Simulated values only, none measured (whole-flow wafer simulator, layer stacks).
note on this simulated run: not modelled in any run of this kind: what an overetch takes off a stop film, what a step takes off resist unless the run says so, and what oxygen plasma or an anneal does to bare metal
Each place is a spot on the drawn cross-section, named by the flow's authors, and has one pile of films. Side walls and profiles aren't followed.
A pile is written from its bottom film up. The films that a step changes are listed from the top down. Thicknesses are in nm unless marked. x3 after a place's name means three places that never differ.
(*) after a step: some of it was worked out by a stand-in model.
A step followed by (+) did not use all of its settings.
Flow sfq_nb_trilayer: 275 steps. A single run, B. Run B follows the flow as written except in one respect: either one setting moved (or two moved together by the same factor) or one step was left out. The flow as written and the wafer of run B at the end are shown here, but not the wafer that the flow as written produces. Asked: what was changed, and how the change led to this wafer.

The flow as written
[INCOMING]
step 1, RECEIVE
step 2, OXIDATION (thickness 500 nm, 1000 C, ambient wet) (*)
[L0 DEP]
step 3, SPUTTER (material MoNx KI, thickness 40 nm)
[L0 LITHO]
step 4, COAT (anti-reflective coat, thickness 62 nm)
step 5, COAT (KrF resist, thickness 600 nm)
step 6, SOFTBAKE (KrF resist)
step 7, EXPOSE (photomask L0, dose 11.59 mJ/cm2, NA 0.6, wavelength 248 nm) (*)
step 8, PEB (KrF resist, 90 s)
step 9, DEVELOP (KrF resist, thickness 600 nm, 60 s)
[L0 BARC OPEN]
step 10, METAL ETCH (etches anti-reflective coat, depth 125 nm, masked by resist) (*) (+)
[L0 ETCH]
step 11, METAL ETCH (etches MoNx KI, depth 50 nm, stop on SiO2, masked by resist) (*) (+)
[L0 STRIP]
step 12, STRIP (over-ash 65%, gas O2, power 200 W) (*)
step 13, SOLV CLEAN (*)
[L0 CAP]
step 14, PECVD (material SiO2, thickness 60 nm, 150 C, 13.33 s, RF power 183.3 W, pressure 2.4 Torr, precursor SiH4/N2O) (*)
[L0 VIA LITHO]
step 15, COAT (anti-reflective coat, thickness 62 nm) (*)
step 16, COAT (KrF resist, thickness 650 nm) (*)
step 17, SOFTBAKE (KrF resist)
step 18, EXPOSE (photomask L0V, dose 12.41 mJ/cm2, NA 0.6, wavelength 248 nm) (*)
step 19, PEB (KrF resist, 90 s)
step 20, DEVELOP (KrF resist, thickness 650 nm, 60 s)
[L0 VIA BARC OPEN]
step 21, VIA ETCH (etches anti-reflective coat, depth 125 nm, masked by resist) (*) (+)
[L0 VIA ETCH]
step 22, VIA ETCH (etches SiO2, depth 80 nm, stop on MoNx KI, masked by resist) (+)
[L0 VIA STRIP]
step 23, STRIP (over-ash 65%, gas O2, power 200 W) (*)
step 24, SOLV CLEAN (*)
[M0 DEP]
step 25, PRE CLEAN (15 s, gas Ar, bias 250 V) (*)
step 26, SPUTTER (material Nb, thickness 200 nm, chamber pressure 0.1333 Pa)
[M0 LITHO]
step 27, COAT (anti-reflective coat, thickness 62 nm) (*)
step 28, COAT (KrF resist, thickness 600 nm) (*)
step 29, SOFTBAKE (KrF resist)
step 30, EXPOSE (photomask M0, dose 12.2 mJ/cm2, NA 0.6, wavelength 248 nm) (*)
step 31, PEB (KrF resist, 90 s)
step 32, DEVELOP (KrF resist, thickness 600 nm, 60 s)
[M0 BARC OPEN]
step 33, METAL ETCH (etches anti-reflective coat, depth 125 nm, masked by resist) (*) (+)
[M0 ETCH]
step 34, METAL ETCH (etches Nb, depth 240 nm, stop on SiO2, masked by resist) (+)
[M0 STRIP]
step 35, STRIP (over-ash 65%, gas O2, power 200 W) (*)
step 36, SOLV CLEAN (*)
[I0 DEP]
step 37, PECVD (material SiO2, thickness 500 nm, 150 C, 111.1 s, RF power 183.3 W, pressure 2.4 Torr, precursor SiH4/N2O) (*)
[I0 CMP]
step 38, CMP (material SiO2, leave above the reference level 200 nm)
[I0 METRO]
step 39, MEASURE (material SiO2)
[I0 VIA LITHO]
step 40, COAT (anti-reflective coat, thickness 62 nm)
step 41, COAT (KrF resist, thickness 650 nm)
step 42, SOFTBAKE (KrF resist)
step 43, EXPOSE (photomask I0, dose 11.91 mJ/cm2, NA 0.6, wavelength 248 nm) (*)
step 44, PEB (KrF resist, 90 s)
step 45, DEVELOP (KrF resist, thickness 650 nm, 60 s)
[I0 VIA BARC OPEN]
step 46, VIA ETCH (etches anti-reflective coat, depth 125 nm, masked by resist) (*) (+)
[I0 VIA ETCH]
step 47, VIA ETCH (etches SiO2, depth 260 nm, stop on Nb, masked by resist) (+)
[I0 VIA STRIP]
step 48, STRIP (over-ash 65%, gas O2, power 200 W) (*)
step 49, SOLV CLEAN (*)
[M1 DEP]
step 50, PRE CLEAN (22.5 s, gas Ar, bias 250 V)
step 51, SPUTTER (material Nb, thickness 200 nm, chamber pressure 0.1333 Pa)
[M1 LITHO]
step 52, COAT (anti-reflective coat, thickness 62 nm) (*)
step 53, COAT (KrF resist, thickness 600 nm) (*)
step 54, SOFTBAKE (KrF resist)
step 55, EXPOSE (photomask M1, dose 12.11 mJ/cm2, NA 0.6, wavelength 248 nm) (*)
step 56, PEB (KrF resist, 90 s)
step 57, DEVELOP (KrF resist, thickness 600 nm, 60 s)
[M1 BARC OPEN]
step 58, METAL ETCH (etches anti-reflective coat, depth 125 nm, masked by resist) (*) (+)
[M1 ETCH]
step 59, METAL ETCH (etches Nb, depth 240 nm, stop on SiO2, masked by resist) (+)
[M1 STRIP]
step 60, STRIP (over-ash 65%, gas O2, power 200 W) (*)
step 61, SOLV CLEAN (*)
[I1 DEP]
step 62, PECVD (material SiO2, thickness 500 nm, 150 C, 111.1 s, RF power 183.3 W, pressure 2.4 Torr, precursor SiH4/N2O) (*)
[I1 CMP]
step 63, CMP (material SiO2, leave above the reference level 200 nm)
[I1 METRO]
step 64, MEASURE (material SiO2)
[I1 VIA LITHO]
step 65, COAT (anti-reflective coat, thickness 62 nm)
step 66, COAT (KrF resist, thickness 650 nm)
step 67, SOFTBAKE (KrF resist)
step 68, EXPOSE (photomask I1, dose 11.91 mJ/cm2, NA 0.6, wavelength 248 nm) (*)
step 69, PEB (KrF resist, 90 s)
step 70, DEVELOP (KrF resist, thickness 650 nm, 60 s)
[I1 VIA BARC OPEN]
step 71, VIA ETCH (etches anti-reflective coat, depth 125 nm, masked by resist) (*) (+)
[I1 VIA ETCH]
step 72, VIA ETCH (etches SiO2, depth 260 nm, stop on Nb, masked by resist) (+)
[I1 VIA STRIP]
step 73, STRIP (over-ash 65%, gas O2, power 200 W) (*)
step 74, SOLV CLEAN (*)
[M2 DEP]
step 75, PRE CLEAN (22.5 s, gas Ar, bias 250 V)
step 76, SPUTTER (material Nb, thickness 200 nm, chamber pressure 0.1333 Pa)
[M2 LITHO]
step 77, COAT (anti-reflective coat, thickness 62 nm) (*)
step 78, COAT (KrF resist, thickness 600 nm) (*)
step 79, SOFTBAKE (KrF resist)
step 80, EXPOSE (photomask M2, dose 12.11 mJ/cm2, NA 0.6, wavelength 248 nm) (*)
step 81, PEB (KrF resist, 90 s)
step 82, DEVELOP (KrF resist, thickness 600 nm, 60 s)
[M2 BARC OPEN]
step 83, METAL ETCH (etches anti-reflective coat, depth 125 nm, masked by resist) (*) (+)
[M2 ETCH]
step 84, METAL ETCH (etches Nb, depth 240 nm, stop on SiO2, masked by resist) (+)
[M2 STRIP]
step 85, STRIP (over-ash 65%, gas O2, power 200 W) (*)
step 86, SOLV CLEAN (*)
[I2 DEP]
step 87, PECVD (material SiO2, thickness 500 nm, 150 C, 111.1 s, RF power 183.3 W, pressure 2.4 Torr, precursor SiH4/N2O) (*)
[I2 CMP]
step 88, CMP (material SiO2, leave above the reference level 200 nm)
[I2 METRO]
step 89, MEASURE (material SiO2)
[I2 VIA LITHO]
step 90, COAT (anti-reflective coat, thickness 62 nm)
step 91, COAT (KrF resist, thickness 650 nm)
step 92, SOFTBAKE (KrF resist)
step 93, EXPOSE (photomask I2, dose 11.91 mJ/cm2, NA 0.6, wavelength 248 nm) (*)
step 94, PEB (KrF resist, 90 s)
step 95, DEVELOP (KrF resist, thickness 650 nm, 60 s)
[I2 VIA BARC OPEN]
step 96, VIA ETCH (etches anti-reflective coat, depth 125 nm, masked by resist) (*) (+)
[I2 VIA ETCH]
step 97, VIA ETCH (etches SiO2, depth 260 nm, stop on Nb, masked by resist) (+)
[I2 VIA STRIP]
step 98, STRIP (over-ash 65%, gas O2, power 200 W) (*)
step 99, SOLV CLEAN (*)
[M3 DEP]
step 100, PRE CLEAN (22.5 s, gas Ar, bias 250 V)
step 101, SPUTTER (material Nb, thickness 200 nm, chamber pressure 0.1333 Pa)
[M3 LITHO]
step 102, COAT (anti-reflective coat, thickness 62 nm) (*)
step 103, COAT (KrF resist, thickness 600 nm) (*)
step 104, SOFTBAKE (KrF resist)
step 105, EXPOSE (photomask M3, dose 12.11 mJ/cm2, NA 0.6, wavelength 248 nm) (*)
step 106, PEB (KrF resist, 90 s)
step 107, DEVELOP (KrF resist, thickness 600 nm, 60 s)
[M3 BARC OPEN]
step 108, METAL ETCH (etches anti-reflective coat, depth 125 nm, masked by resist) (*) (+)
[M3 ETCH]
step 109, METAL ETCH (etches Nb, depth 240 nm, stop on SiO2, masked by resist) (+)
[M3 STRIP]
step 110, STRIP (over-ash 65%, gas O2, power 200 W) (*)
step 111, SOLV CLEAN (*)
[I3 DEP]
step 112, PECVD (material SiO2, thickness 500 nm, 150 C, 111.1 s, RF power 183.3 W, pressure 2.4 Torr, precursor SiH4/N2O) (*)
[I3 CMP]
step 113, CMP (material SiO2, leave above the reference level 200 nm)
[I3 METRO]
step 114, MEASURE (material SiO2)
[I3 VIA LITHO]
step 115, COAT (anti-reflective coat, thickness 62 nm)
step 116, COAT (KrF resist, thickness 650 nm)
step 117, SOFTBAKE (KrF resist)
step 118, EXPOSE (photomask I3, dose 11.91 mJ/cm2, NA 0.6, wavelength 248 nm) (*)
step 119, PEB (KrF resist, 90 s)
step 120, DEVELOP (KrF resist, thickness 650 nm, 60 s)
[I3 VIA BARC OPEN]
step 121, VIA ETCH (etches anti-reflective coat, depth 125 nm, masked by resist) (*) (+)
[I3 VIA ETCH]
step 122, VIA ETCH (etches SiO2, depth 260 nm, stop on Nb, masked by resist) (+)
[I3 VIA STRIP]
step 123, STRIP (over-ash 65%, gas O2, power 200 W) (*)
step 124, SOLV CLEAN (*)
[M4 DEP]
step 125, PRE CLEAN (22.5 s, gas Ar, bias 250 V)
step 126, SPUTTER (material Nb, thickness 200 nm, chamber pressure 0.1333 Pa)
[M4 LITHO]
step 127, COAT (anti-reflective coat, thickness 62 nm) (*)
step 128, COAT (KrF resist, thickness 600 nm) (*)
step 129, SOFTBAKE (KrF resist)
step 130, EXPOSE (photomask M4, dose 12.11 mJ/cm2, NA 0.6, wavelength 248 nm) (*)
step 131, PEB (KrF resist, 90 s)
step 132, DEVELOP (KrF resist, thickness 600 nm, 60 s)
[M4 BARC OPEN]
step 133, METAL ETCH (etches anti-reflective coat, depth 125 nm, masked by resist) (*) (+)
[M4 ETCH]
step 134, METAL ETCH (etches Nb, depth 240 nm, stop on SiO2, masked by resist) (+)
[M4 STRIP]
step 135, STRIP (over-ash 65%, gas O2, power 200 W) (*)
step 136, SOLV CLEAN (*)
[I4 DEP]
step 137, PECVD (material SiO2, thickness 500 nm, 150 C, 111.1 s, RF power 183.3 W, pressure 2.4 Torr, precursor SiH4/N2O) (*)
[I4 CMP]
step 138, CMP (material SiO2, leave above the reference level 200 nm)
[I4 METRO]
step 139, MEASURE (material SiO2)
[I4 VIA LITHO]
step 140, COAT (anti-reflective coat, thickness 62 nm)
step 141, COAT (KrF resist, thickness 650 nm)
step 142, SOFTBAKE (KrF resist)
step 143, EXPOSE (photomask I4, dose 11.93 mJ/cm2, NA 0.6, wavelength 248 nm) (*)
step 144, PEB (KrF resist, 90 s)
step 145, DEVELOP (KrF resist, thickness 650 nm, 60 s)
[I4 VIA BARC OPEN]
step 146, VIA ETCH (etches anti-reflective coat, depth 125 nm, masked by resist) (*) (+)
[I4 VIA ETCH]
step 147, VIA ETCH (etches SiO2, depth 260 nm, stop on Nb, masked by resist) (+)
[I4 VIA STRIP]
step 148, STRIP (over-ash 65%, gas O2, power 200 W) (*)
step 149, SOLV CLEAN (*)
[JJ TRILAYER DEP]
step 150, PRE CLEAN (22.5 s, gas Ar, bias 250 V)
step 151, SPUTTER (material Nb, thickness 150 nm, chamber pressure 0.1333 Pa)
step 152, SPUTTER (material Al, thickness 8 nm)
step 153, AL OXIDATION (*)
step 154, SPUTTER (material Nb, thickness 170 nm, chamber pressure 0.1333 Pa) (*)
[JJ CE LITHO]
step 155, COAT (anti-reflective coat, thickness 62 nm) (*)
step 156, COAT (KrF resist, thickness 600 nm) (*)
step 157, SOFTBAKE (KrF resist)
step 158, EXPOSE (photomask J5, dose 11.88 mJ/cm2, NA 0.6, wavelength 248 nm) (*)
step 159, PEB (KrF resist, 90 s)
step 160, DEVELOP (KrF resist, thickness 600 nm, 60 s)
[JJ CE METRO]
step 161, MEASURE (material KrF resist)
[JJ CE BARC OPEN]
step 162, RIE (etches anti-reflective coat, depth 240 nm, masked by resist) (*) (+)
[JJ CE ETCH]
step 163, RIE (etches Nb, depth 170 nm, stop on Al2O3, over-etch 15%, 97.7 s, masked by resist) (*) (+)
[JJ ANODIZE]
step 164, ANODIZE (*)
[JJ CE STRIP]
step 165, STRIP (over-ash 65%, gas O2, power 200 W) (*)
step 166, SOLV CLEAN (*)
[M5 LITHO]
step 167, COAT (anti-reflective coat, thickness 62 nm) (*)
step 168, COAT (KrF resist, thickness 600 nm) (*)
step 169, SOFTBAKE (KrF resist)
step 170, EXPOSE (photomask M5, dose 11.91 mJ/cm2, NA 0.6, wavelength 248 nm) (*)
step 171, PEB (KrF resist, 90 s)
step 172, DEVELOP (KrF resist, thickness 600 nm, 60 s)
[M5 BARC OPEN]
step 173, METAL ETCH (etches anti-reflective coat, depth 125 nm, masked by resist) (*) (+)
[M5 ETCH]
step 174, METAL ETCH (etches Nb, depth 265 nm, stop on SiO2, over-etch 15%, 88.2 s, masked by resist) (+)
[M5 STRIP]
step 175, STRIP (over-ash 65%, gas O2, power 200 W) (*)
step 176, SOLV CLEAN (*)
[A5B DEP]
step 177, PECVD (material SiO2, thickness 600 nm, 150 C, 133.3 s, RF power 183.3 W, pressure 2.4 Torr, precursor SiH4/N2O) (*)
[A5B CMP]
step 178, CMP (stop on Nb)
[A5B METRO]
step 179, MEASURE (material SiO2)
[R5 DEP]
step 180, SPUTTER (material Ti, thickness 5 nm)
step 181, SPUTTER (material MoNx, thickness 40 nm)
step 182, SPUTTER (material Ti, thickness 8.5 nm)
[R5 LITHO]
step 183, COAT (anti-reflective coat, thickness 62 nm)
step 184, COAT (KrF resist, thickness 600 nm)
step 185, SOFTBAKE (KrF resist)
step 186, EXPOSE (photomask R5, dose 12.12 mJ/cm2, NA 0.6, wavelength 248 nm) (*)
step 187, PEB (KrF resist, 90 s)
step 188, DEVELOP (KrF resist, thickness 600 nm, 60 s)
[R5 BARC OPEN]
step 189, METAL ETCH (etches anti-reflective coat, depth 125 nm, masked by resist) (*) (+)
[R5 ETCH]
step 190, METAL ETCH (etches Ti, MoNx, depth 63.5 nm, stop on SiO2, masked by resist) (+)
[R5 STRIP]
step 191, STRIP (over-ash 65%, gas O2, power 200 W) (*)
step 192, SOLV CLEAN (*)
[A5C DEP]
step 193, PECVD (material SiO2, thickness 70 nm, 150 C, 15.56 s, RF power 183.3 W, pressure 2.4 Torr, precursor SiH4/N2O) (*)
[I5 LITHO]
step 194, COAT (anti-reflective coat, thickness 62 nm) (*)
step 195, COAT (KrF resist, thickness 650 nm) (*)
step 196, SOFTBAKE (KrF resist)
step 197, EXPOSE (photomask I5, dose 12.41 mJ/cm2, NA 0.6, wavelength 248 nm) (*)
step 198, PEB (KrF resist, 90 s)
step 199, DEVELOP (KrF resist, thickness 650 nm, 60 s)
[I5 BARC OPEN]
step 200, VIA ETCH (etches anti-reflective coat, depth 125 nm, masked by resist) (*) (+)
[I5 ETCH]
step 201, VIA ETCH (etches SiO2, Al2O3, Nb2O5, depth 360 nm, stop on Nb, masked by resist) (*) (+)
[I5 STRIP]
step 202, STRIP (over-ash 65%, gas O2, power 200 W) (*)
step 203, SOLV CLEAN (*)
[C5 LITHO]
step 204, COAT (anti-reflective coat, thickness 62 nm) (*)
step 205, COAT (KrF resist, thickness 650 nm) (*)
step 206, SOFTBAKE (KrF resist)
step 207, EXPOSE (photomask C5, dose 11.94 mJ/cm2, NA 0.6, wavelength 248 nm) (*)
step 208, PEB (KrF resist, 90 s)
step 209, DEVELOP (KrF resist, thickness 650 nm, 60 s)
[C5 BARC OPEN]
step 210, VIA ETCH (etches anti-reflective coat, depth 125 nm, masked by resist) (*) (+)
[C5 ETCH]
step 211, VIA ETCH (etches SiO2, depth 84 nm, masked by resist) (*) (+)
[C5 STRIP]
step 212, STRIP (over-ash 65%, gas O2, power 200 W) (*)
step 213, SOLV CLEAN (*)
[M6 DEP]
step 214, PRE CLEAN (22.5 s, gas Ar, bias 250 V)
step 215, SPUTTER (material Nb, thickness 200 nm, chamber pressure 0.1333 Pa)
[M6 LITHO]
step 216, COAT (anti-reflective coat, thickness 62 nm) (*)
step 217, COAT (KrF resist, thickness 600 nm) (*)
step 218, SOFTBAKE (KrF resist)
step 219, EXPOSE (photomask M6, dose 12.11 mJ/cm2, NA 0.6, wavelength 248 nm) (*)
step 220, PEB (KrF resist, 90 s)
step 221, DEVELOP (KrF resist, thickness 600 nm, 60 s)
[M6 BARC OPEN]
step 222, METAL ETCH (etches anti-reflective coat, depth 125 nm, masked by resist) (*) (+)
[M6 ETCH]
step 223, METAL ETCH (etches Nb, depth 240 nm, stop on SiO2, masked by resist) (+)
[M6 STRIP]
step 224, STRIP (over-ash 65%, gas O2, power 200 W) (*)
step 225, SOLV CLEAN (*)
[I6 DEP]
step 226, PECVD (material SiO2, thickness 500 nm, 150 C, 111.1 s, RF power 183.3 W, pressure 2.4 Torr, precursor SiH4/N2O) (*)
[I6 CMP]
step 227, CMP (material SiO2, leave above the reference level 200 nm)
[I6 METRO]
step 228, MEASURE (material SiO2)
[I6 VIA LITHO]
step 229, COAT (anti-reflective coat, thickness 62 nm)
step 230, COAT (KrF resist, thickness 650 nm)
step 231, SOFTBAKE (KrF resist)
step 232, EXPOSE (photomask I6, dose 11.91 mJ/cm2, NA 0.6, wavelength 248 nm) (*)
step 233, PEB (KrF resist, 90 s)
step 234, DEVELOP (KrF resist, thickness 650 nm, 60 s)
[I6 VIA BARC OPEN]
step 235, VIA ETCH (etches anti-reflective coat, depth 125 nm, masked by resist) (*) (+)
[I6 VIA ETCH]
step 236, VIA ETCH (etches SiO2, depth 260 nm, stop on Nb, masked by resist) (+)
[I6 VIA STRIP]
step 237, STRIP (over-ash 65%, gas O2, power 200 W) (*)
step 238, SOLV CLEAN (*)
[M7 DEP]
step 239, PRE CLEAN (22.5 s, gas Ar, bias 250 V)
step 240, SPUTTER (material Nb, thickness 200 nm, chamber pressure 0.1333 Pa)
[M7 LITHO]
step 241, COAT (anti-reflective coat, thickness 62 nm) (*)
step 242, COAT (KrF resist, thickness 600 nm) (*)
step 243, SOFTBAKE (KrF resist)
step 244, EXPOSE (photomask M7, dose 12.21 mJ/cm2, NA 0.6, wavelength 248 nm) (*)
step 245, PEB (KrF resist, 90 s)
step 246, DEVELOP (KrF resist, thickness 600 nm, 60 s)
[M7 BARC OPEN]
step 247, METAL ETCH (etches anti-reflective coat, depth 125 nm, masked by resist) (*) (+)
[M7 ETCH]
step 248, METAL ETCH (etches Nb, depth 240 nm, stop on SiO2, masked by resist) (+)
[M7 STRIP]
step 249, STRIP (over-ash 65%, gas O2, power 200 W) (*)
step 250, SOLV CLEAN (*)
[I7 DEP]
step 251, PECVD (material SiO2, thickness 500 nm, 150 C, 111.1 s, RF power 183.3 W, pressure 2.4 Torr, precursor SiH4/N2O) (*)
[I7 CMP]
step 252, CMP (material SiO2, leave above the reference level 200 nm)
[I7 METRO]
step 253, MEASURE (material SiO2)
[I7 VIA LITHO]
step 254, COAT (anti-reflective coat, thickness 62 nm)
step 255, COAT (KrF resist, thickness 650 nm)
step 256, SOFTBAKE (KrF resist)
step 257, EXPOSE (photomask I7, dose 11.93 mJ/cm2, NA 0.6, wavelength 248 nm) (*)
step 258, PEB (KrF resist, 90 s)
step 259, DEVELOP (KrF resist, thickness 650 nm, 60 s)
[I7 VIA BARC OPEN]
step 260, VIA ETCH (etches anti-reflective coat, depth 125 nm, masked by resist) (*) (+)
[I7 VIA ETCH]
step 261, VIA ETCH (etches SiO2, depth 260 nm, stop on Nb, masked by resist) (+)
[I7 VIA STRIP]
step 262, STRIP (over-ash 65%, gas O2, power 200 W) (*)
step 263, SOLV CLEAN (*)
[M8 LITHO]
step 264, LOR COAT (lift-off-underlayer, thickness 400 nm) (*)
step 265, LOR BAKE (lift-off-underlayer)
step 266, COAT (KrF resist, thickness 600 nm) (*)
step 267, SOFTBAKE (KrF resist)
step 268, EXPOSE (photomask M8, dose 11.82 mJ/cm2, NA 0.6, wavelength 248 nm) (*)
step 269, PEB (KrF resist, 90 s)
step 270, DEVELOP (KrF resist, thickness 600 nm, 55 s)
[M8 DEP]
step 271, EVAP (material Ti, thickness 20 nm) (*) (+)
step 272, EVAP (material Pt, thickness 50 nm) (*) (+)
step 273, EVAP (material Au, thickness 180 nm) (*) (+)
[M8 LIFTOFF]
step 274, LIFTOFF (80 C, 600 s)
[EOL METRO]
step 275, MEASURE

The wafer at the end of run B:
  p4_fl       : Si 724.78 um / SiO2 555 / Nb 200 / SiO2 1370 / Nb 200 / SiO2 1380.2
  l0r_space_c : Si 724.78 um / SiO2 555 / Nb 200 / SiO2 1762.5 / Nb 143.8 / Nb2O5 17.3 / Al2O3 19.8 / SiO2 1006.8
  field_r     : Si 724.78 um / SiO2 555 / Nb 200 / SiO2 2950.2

What caused this: step 152, SPUTTER: thickness 12.3 nm was run, whereas the flow has thickness 8 nm.

Step by step, how the change led to this:
  step 152, SPUTTER (material Al, thickness 8 nm)
      field_l, v_sur, via_sp and 100 more: Al gains 12.3 (new film) (it would be, as written: Al gains 8 (new film))
      via_wl, via_wr: Al gains 7.9 (new film) (it would be, as written: Al gains 5.14 (new film))
      (also at 1 further place)
  step 155, COAT (anti-reflective coat, thickness 62 nm) (*)
      via_wl, via_wr: anti-reflective coat gains 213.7 (new film) (it would be, as written: anti-reflective coat gains 209.4 (new film))
  step 162, RIE (etches anti-reflective coat, depth 240 nm, masked by resist) (*) (+)
      ce_l, c5j, ce_r, wl_jj: KrF resist loses 213.7 (it would be, as written: KrF resist loses 209.4)
      via_wl, via_wr: anti-reflective coat loses 213.7 (all of it) (it would be, as written: anti-reflective coat loses 209.4 (all of it))
  step 164, ANODIZE (*)
      field_l, v_sur, via_sp and 96 more: Al2O3 gains 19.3, Nb2O5 gains 17.3 (new film), Al loses 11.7 (all of it), Nb loses 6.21 (it would be, as written: Al2O3 gains 12.2, Nb2O5 gains 29.9 (new film), Al loses 7.42 (all of it), Nb loses 10.8)
      via_wl, via_wr: Al2O3 gains 12.1 (new film), Nb2O5 gains 31 (new film), Al loses 7.32 (all of it), Nb loses 11.2 (it would be, as written: Al2O3 gains 7.52 (new film), Nb2O5 gains 39.2 (new film), Al loses 4.56 (all of it), Nb loses 14.1)
      (also at 1 further place)
  step 167, COAT (anti-reflective coat, thickness 62 nm) (*)
      ce_l: anti-reflective coat gains 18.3 (new film) (it would be, as written: anti-reflective coat gains 19.6 (new film))
      c5j: anti-reflective coat gains 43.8 (new film) (it would be, as written: anti-reflective coat gains 44.7 (new film))
      (also at 1 further place)
  step 174, METAL ETCH (etches Nb, depth 265 nm, stop on SiO2, over-etch 15%, 88.2 s, masked by resist) (+)
      field_l, r_sur, res and 50 more: Al2O3 loses 19.7 (all of it), Nb2O5 loses 17.3 (all of it), Nb loses 143.8 (all of it), SiO2 loses 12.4 (it would be, as written: Al2O3 loses 12.6 (all of it), Nb2O5 loses 29.9 (all of it), Nb loses 139.2 (all of it), SiO2 loses 12.3)
  step 175, STRIP (over-ash 65%, gas O2, power 200 W) (*)
      ce_l: KrF resist loses 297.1 (all of it), anti-reflective coat loses 18.3 (all of it) (it would be, as written: KrF resist loses 299.6 (all of it), anti-reflective coat loses 19.6 (all of it))
      c5j: KrF resist loses 276.1 (all of it), anti-reflective coat loses 43.8 (all of it) (it would be, as written: KrF resist loses 279 (all of it), anti-reflective coat loses 44.7 (all of it))
      (also at 1 further place)
  step 178, CMP (stop on Nb)
      via_wl, via_wr: SiO2 loses 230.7 (it would be, as written: SiO2 loses 235.7)
      via_w: SiO2 loses 230 (it would be, as written: SiO2 loses 235.2)
  step 201, VIA ETCH (etches SiO2, Al2O3, Nb2O5, depth 360 nm, stop on Nb, masked by resist) (*) (+)
      be: SiO2 loses 221.7 (all of it), Al2O3 loses 19.8 (all of it), Nb2O5 loses 17.3 (all of it) (it would be, as written: SiO2 loses 216.4 (all of it), Al2O3 loses 12.7 (all of it), Nb2O5 loses 29.9 (all of it))
